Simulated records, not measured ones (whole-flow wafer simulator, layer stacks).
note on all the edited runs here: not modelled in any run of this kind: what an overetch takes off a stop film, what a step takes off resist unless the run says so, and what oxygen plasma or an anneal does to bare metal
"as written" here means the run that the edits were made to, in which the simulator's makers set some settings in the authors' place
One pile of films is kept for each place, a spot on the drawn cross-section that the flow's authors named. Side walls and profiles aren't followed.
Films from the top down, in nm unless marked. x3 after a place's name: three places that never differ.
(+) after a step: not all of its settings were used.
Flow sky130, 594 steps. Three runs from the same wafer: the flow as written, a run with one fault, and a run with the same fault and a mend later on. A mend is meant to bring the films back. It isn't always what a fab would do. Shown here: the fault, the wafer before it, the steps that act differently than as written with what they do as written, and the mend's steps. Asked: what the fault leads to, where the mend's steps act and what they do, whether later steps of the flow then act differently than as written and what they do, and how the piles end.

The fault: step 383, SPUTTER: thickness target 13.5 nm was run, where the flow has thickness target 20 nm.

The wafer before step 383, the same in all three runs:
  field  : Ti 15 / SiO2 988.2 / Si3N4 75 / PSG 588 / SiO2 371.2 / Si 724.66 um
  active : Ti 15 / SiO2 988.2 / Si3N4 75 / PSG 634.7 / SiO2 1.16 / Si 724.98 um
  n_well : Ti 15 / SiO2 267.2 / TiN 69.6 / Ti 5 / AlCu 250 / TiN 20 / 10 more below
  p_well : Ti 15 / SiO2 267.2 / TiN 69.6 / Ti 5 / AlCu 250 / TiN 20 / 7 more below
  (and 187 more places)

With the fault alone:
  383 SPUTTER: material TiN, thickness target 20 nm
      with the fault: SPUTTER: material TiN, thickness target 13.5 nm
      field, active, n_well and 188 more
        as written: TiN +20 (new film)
        with the fault: TiN +13.5 (new film)
  Later steps of the flow that act differently than as written (9 more steps differ only slightly, by at most 2% or 0.5 nm, whichever is larger, and aren't shown):
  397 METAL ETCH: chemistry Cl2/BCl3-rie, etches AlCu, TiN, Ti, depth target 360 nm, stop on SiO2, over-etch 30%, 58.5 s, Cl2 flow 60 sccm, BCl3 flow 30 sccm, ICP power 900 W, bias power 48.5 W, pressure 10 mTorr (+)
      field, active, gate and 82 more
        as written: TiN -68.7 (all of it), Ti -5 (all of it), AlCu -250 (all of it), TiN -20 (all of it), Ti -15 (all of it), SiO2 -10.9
        with the fault: TiN -68.7 (all of it), Ti -5 (all of it), AlCu -250 (all of it), TiN -13.5 (all of it), Ti -15 (all of it), SiO2 -11.6
  At the end the piles differ from the flow's by more than 2% or 0.5 nm, whichever is larger, at n_well, p_well, gate_hv and 103 more.
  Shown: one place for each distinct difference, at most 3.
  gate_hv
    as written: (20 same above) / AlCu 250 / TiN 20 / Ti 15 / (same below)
    with the fault: (20 same above) / AlCu 250 / TiN 13.5 / Ti 15 / (same below)
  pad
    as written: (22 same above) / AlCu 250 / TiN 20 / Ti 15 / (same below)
    with the fault: (22 same above) / AlCu 250 / TiN 13.5 / Ti 15 / (same below)
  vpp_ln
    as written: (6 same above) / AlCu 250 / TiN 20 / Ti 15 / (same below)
    with the fault: (6 same above) / AlCu 250 / TiN 13.5 / Ti 15 / (same below)

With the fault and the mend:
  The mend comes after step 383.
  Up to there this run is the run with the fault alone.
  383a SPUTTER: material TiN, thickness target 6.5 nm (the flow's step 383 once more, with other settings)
      field, active, n_well and 188 more
        TiN +6.5
  No later step of the flow acts differently than as written at any place that is followed.
  At the end the piles are the same as the flow's at every place that both follow.
